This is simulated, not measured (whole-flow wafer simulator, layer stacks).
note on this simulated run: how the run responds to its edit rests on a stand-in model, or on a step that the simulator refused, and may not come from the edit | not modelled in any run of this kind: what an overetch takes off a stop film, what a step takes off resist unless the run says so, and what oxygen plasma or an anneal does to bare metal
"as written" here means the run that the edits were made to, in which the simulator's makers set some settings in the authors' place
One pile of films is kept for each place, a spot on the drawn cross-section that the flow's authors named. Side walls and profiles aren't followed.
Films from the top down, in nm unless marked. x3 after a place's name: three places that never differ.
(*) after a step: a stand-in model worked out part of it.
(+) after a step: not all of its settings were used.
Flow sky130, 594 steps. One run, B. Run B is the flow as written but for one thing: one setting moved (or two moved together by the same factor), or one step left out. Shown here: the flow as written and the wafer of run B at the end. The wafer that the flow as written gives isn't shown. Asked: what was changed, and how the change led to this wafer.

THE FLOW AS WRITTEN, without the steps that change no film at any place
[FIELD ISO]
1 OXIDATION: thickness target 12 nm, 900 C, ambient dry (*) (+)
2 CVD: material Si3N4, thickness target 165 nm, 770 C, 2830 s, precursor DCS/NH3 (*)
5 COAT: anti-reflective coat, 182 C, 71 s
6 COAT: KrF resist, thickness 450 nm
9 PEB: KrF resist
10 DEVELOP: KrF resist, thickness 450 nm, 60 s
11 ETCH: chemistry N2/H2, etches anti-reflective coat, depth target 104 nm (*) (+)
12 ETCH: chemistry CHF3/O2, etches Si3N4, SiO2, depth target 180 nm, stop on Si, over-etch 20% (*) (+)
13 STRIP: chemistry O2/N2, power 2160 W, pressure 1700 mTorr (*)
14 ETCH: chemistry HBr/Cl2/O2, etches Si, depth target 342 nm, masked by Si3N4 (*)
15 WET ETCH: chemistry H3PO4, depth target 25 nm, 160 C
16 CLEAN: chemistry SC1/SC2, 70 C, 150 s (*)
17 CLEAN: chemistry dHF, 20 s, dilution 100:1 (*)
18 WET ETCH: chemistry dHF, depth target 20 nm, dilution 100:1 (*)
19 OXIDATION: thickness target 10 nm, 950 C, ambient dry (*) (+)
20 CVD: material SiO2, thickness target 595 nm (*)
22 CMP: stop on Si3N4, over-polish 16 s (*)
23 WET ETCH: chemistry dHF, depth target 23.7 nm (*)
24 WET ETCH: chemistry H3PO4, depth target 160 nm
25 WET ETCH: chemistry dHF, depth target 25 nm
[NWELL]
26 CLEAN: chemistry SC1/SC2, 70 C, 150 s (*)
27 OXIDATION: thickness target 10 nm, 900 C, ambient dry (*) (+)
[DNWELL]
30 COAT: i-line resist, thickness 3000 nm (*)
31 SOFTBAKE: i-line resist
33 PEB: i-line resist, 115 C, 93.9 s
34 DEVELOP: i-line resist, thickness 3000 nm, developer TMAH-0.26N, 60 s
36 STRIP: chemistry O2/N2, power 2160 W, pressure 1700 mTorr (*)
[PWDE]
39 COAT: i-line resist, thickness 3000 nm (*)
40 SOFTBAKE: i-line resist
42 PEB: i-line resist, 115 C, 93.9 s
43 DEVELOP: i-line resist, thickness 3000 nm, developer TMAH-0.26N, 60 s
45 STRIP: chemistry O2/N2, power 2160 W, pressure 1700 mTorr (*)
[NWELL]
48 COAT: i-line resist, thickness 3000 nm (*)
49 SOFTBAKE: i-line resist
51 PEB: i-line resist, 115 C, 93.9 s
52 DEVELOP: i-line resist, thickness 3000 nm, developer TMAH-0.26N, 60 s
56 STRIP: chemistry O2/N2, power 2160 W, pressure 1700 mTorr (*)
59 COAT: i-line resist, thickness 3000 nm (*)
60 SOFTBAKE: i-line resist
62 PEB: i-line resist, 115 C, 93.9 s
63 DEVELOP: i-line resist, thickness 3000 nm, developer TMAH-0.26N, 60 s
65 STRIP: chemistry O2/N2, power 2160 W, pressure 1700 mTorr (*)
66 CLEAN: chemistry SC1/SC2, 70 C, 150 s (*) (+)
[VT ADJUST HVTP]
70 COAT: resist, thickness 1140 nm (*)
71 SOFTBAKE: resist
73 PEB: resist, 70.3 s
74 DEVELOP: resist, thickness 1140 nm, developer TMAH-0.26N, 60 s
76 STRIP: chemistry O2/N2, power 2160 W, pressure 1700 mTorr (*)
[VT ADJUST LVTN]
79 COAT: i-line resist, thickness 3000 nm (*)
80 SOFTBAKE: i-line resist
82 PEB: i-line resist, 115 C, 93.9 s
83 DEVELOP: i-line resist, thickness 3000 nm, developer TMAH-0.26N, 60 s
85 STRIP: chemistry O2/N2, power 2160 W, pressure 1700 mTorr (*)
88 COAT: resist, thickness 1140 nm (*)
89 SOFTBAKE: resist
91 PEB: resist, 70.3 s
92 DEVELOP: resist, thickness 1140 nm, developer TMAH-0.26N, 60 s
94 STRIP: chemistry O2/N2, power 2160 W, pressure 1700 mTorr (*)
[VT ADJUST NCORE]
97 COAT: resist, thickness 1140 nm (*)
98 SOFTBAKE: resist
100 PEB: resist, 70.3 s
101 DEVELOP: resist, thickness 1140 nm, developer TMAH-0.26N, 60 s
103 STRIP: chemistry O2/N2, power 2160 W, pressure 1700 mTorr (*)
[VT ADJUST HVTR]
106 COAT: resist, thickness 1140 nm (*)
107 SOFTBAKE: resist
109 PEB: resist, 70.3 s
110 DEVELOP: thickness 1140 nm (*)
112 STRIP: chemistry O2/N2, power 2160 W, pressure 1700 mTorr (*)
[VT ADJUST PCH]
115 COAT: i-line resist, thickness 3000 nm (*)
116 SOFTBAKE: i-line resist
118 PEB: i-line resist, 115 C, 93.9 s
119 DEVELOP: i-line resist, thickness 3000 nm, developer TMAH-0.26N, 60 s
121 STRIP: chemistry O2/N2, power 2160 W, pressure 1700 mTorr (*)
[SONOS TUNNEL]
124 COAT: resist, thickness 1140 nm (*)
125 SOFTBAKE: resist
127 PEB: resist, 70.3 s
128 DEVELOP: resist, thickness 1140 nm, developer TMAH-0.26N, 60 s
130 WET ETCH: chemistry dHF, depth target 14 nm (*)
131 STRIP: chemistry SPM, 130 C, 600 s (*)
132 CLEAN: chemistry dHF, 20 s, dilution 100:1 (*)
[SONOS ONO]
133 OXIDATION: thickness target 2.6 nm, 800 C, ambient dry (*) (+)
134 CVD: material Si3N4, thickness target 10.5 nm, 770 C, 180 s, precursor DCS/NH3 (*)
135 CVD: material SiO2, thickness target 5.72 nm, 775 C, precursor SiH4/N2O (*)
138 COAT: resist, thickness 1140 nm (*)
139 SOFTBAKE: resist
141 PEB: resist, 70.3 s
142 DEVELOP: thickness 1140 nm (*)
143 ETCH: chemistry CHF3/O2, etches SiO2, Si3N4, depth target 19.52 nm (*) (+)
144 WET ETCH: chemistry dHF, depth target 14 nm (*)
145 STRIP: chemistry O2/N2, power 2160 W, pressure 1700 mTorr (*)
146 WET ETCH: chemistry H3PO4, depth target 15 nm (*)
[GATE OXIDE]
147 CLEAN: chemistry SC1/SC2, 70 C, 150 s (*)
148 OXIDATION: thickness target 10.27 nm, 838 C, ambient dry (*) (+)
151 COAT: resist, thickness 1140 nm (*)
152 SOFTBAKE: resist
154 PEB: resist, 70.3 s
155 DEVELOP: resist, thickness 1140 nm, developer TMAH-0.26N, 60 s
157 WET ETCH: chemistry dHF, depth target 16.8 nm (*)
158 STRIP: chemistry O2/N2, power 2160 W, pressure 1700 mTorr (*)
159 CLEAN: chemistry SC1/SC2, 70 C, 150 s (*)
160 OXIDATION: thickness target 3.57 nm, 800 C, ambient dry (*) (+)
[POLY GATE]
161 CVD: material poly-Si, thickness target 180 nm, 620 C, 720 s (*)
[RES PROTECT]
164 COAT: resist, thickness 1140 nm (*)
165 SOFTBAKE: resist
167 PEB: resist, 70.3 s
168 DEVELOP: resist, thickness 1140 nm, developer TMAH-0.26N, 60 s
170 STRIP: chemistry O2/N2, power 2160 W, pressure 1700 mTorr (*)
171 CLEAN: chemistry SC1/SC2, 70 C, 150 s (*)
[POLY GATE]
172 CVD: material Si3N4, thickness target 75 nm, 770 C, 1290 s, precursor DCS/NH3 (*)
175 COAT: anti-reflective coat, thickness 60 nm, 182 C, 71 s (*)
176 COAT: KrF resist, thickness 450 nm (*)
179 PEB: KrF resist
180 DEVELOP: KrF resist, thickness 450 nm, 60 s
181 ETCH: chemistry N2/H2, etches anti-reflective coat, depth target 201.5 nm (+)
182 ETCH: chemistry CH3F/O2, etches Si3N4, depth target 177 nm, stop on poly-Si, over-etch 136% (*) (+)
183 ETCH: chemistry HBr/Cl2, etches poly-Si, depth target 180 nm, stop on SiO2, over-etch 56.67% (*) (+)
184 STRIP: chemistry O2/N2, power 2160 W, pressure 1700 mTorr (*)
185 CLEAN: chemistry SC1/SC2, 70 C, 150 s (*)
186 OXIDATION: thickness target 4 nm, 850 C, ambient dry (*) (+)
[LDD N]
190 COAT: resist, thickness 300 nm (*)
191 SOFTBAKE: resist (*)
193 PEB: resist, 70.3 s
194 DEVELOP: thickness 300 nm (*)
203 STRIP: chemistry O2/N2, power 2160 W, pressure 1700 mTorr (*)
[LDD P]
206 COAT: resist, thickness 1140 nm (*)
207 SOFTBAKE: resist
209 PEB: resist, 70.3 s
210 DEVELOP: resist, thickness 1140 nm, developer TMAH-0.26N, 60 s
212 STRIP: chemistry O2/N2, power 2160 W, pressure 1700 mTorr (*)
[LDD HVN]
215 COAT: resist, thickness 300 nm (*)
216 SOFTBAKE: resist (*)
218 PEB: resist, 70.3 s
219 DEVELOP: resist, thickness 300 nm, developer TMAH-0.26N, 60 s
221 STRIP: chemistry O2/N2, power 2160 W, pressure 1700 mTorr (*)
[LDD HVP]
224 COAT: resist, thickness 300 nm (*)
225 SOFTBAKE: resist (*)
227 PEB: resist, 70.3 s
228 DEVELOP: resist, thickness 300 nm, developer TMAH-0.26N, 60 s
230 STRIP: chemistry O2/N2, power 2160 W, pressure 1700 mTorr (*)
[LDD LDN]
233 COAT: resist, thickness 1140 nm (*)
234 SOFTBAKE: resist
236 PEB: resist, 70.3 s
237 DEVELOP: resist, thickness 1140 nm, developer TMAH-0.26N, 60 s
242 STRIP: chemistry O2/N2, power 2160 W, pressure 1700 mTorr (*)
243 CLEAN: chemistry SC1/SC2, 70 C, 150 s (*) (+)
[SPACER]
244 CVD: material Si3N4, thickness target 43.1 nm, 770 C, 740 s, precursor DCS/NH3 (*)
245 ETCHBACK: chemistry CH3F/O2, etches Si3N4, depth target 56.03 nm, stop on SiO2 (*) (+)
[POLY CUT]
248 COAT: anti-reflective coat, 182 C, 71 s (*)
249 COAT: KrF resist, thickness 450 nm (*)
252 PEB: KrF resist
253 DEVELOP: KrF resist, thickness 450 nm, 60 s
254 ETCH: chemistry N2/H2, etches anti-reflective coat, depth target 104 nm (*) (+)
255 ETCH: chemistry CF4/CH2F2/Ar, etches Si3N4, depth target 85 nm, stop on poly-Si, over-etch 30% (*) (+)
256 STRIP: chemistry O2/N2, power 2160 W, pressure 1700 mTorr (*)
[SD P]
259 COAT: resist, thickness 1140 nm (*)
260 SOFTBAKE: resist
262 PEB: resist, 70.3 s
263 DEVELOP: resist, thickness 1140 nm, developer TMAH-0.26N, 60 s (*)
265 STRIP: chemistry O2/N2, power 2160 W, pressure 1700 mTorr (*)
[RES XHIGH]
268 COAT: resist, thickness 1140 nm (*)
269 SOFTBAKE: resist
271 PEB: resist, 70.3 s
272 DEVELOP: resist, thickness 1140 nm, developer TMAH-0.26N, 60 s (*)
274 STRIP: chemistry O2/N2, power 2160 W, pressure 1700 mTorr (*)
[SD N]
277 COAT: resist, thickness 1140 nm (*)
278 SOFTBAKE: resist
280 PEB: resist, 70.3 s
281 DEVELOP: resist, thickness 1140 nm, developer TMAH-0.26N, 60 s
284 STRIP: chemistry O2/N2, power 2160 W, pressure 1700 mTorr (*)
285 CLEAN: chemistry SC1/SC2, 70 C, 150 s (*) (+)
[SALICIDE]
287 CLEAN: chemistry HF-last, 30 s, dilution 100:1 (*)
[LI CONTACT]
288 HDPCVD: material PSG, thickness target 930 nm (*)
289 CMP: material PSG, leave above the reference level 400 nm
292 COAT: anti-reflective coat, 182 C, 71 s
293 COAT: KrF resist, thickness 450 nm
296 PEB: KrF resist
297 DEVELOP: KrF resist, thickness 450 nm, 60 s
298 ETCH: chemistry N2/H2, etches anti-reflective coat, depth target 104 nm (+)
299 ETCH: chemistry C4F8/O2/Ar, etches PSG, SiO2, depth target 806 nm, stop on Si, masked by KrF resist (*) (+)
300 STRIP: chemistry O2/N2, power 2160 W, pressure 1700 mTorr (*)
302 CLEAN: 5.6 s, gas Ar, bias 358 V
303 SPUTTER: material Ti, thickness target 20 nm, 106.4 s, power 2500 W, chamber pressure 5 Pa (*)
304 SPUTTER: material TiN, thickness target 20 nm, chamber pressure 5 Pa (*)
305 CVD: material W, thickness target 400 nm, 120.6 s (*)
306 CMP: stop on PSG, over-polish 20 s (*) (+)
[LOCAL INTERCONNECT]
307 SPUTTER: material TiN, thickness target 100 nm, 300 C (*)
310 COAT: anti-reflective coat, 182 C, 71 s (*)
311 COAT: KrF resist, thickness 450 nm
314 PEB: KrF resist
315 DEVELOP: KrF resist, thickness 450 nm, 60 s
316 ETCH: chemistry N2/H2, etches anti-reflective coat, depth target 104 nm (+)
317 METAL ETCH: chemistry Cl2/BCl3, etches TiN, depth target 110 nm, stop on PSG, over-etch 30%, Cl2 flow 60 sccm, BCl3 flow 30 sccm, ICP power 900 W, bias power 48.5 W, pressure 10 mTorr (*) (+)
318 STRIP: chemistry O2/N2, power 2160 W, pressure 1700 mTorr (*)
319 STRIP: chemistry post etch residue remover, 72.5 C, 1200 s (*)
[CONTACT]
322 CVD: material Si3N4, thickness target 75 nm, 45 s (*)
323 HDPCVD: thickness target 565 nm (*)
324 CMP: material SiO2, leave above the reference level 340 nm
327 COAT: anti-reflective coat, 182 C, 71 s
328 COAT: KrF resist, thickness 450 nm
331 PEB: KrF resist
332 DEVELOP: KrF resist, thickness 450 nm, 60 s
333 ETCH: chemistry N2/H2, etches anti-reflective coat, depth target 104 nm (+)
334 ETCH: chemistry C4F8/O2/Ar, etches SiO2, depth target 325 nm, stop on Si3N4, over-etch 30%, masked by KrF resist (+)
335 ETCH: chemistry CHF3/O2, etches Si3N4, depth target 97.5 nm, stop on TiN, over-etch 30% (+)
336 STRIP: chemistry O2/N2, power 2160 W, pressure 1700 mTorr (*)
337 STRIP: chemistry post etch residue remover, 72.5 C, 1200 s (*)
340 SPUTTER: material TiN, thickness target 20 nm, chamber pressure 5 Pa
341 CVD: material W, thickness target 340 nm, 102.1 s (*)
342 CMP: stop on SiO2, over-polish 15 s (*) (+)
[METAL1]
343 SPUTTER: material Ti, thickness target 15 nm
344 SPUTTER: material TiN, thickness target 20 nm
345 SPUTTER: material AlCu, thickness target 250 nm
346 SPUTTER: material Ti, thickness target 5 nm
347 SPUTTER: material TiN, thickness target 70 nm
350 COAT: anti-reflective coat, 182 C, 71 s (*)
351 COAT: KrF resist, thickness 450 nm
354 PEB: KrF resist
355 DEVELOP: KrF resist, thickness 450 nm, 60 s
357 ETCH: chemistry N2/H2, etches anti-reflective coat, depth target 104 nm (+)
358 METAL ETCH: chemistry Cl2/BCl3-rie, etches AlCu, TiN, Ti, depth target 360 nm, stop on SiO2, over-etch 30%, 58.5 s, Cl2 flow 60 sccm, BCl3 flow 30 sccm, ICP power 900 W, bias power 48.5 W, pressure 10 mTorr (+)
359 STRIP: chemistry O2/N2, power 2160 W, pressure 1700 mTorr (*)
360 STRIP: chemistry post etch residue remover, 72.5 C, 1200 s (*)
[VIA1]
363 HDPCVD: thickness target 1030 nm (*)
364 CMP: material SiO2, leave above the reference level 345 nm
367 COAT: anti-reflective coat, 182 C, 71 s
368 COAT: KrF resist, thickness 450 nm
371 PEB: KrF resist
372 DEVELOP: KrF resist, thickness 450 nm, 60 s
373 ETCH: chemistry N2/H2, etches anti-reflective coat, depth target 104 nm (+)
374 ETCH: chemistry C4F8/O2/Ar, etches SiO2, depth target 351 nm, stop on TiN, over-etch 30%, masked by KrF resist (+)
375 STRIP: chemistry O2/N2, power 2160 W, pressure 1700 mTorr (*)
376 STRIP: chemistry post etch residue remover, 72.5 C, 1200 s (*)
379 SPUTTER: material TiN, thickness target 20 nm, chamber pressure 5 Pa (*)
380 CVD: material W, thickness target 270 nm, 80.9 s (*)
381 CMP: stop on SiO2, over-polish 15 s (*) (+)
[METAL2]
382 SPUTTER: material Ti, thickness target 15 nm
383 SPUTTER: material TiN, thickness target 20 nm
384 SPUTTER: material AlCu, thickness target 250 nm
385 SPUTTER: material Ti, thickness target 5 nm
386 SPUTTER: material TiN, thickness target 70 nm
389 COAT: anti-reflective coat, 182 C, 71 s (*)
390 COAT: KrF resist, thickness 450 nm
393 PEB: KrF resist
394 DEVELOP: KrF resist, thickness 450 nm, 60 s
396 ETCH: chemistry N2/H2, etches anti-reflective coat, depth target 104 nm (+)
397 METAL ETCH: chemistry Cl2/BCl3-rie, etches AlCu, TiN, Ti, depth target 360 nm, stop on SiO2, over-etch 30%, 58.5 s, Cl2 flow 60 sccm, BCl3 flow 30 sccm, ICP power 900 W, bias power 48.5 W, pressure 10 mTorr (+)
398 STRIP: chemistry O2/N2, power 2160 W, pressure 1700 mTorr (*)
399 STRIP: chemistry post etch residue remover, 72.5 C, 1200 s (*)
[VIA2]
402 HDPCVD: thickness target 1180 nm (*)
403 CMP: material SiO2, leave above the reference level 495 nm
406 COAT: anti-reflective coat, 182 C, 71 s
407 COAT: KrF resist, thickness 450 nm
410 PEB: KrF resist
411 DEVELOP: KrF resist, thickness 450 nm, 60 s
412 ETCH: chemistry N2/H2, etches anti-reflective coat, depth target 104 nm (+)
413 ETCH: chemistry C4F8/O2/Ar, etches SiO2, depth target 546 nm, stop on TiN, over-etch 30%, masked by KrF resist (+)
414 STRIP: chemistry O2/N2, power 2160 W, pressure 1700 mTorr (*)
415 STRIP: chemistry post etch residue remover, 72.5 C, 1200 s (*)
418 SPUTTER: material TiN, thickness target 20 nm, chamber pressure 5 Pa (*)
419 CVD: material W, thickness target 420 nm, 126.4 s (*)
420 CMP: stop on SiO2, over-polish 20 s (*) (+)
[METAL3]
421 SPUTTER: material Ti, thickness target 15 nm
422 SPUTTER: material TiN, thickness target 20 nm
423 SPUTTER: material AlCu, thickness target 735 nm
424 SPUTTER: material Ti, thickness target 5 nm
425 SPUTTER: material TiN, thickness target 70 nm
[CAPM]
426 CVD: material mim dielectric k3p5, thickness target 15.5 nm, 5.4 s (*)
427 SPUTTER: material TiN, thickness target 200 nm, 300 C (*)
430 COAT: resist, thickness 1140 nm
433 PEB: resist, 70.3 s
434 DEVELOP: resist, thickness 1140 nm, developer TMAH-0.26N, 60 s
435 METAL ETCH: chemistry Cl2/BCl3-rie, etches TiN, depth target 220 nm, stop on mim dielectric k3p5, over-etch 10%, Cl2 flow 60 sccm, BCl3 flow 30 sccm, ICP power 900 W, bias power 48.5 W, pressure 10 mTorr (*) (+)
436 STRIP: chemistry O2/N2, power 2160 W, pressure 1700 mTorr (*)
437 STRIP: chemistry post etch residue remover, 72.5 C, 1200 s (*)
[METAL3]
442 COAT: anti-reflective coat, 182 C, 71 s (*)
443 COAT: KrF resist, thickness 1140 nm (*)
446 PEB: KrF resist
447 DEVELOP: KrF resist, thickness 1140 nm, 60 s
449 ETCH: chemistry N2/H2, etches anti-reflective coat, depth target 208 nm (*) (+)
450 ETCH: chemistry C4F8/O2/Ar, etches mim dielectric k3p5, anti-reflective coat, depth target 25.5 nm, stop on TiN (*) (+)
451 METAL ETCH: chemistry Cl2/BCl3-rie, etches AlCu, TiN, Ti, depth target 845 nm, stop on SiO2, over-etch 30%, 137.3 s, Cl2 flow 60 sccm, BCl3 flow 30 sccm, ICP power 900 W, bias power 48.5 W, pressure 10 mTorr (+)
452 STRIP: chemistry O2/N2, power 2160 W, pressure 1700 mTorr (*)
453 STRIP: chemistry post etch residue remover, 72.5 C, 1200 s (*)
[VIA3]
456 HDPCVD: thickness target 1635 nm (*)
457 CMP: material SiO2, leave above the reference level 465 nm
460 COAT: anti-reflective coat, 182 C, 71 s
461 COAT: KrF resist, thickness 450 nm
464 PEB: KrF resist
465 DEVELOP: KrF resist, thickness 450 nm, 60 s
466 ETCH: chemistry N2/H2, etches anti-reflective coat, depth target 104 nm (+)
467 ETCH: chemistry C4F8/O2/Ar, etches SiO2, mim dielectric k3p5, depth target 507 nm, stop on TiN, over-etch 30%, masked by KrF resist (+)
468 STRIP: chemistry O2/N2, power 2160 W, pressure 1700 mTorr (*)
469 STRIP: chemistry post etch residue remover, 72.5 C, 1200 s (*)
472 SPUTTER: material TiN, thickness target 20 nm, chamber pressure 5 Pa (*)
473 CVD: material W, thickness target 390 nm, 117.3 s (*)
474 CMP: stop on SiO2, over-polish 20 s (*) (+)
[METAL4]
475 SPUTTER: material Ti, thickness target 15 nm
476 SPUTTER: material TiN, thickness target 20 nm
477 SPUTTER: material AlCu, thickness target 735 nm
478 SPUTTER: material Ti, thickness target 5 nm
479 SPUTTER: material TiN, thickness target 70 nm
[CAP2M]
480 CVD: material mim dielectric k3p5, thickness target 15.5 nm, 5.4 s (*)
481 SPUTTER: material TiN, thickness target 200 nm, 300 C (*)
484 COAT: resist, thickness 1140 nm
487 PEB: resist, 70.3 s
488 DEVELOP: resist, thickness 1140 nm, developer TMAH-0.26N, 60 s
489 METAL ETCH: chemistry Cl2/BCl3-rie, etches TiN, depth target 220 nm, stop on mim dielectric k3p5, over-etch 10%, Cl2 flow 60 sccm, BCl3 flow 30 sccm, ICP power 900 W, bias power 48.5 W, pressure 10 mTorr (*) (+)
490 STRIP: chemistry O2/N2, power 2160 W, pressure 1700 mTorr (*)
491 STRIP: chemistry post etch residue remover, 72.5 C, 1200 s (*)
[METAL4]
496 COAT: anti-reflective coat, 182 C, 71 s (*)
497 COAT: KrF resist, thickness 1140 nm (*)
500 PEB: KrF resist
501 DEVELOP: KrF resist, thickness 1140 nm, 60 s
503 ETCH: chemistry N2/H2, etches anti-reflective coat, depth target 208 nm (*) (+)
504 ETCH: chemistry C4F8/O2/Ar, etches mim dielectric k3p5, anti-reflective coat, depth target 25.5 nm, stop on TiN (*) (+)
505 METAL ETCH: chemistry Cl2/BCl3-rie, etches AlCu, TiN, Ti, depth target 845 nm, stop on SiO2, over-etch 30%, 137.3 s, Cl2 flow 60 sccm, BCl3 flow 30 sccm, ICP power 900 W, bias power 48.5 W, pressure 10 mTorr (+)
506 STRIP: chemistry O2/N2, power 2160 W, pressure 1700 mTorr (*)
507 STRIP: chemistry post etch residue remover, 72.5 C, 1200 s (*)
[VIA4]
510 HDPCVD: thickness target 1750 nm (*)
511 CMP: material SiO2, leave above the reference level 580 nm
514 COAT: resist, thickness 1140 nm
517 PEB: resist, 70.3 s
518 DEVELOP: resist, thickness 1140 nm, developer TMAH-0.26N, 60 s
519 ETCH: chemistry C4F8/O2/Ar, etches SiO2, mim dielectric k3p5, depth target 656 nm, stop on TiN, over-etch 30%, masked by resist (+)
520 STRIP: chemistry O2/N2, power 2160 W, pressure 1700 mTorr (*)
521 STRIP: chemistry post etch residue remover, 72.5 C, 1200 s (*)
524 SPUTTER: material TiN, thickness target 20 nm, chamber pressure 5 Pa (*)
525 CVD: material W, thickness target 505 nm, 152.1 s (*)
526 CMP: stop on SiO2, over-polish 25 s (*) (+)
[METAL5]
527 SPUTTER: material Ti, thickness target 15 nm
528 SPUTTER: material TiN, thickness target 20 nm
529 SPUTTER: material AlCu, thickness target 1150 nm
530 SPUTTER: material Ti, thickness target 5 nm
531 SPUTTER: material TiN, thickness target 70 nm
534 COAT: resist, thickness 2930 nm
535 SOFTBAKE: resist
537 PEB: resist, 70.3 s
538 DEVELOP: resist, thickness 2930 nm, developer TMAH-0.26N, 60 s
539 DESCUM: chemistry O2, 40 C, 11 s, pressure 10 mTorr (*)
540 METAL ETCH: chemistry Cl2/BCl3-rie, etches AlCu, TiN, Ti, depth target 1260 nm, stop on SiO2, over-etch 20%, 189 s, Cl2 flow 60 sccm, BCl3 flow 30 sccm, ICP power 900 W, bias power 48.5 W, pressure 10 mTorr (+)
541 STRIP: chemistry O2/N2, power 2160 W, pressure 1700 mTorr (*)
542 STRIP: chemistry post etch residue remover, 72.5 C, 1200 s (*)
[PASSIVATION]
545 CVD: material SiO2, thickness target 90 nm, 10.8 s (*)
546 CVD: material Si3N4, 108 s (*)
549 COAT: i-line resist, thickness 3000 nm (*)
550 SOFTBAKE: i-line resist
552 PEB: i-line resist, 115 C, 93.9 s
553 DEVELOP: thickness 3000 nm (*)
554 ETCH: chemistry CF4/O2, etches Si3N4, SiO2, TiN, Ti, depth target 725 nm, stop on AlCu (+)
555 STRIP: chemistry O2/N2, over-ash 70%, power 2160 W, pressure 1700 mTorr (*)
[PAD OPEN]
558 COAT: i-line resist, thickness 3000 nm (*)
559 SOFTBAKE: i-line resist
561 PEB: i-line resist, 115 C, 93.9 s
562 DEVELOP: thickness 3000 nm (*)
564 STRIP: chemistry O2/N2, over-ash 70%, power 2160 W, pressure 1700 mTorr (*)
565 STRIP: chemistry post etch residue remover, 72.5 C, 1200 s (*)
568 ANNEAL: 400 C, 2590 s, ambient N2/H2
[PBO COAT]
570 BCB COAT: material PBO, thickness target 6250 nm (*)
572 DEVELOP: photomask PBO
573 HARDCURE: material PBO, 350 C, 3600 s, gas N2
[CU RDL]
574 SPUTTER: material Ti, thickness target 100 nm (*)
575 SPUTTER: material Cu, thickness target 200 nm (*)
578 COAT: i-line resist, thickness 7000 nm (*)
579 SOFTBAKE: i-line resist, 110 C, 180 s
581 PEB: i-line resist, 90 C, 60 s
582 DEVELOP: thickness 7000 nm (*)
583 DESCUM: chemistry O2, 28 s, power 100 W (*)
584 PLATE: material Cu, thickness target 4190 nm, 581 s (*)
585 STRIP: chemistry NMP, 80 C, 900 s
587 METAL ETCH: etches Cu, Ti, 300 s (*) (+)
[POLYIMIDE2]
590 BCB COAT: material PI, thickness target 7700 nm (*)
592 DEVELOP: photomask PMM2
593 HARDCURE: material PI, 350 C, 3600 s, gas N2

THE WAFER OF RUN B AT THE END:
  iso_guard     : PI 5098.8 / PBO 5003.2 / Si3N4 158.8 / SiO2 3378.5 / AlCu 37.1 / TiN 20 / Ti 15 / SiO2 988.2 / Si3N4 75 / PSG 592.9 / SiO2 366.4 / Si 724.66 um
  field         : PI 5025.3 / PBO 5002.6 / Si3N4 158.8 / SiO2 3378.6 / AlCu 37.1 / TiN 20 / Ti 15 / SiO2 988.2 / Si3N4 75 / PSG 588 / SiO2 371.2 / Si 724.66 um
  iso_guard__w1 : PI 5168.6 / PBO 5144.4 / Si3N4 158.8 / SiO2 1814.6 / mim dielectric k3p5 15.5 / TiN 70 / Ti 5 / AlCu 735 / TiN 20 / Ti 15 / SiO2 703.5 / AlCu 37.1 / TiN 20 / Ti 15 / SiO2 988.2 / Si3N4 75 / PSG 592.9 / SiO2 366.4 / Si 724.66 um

The cause: step 397, METAL ETCH: depth target 216 nm was run, where the flow has depth target 360 nm; step 397, METAL ETCH: 35.1 s was run, where the flow has 58.5 s.

How the change led to this, step by step:
  397 METAL ETCH: chemistry Cl2/BCl3-rie, etches AlCu, TiN, Ti, depth target 360 nm, stop on SiO2, over-etch 30%, 58.5 s, Cl2 flow 60 sccm, BCl3 flow 30 sccm, ICP power 900 W, bias power 48.5 W, pressure 10 mTorr (+)
      field, active, gate and 82 more: TiN -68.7 (all of it), Ti -5 (all of it), AlCu -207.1 (as written it would be: TiN -68.7 (all of it), Ti -5 (all of it), AlCu -250 (all of it), TiN -20 (all of it), Ti -15 (all of it), SiO2 -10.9)
      n_well, p_well, gate_hv and 103 more: KrF resist -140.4 (as written it would be: KrF resist -234)
  398 STRIP: chemistry O2/N2, power 2160 W, pressure 1700 mTorr (*)
      n_well, p_well, gate_hv and 101 more: KrF resist -237.4 (all of it), anti-reflective coat -80 (all of it) (as written it would be: KrF resist -143.8 (all of it), anti-reflective coat -80 (all of it))
      m1, via1_hole: KrF resist -237.5 (all of it), anti-reflective coat -80.4 (all of it) (as written it would be: KrF resist -143.9 (all of it), anti-reflective coat -80.4 (all of it))
  399 STRIP: chemistry post etch residue remover, 72.5 C, 1200 s (*)
      field, active, gate and 82 more: AlCu -5.72 (as written it would be: nothing)
  402 HDPCVD: thickness target 1180 nm (*)
      field, active, gate and 82 more: SiO2 +1180 (new film) (as written it would be: SiO2 +1180)
  403 CMP: material SiO2, leave above the reference level 495 nm
      field, active, gate and 82 more: SiO2 -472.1 (as written it would be: SiO2 -389.1)
Counting metal films that touch as one body, iso_guard has 1 body; the flow as written gives 0 bodies.
Counting metal films that touch as one body, field has 1 body; the flow as written gives 0 bodies.
Counting metal films that touch as one body, iso_guard__w1 has 2 bodies (between them, from the top down: SiO2 703.5); the flow as written gives 1 body.
